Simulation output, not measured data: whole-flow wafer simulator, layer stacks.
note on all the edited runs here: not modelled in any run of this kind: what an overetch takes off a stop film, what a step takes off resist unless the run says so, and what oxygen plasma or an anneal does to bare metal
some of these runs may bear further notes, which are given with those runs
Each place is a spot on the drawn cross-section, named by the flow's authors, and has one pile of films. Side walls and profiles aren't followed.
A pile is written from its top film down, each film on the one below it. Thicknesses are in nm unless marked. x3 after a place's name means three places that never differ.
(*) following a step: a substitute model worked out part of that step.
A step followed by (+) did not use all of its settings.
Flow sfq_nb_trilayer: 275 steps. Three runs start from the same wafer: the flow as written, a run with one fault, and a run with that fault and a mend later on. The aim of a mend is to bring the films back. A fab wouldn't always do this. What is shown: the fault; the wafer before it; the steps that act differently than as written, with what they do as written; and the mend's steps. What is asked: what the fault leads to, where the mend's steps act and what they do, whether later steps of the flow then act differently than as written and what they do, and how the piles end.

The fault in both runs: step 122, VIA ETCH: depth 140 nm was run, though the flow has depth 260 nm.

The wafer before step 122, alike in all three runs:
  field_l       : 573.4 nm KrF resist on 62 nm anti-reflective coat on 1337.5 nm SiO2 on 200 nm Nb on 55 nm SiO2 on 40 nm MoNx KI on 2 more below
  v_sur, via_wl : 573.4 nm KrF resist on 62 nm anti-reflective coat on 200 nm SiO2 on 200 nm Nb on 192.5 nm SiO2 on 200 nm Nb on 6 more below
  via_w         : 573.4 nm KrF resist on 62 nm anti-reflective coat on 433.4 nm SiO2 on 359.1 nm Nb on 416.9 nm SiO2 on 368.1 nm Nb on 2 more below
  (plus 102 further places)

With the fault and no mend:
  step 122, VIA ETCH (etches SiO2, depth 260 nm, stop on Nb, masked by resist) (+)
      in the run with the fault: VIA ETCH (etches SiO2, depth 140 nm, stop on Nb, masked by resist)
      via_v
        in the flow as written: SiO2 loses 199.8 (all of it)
        in the run with the fault: SiO2 loses 140
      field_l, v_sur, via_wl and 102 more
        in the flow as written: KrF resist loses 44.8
        in the run with the fault: KrF resist loses 24.1
  Later steps of the flow acting differently than as written (3 other steps are not shown; they differ only slightly, by no more than 2% or 0.5 nm, whichever is larger):
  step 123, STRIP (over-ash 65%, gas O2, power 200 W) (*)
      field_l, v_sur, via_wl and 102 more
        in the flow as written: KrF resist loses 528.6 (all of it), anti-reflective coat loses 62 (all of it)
        in the run with the fault: KrF resist loses 549.3 (all of it), anti-reflective coat loses 62 (all of it)
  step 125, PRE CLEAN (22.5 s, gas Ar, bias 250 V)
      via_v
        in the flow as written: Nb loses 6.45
        in the run with the fault: SiO2 loses 7.5
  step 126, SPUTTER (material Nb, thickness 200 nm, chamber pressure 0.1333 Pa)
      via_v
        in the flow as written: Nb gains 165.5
        in the run with the fault: Nb gains 178.5 (new film)
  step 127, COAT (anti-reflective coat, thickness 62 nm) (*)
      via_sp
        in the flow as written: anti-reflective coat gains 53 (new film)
        in the run with the fault: anti-reflective coat gains 54.2 (new film)
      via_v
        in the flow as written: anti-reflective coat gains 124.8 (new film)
        in the run with the fault: anti-reflective coat gains 110.9 (new film)
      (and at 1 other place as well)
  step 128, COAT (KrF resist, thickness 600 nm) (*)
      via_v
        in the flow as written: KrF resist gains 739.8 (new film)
        in the run with the fault: KrF resist gains 691.4 (new film)
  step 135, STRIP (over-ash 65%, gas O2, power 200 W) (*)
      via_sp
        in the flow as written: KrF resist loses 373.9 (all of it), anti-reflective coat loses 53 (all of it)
        in the run with the fault: KrF resist loses 377.8 (all of it), anti-reflective coat loses 54.2 (all of it)
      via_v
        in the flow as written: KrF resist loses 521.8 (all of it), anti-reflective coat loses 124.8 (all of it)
        in the run with the fault: KrF resist loses 473.6 (all of it), anti-reflective coat loses 110.9 (all of it)
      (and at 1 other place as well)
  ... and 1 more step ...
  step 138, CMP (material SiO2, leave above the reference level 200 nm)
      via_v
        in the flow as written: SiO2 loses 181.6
        in the run with the fault: SiO2 loses 157.1
  At via_v, the piles at the end differ from the flow's by more than 2% or 0.5 nm, whichever is larger.
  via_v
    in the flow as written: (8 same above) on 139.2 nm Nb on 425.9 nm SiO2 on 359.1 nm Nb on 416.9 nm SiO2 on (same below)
    in the run with the fault: (8 same above) on 139.2 nm Nb on 354.2 nm SiO2 on 178.5 nm Nb on 52.3 nm SiO2 on 200 nm Nb on 416.9 nm SiO2 on (same below)

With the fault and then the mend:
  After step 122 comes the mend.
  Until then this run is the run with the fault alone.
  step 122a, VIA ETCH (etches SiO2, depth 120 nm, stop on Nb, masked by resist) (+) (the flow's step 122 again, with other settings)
      field_l, v_sur, via_wl and 102 more
        KrF resist loses 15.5
      via_v
        SiO2 loses 59.8 (all of it)
  Every later step of the flow that is run acts as written, at every place that is followed, to within 2% or 0.5 nm, whichever is larger.
  By the end, the piles equal the flow's at every place that both follow.
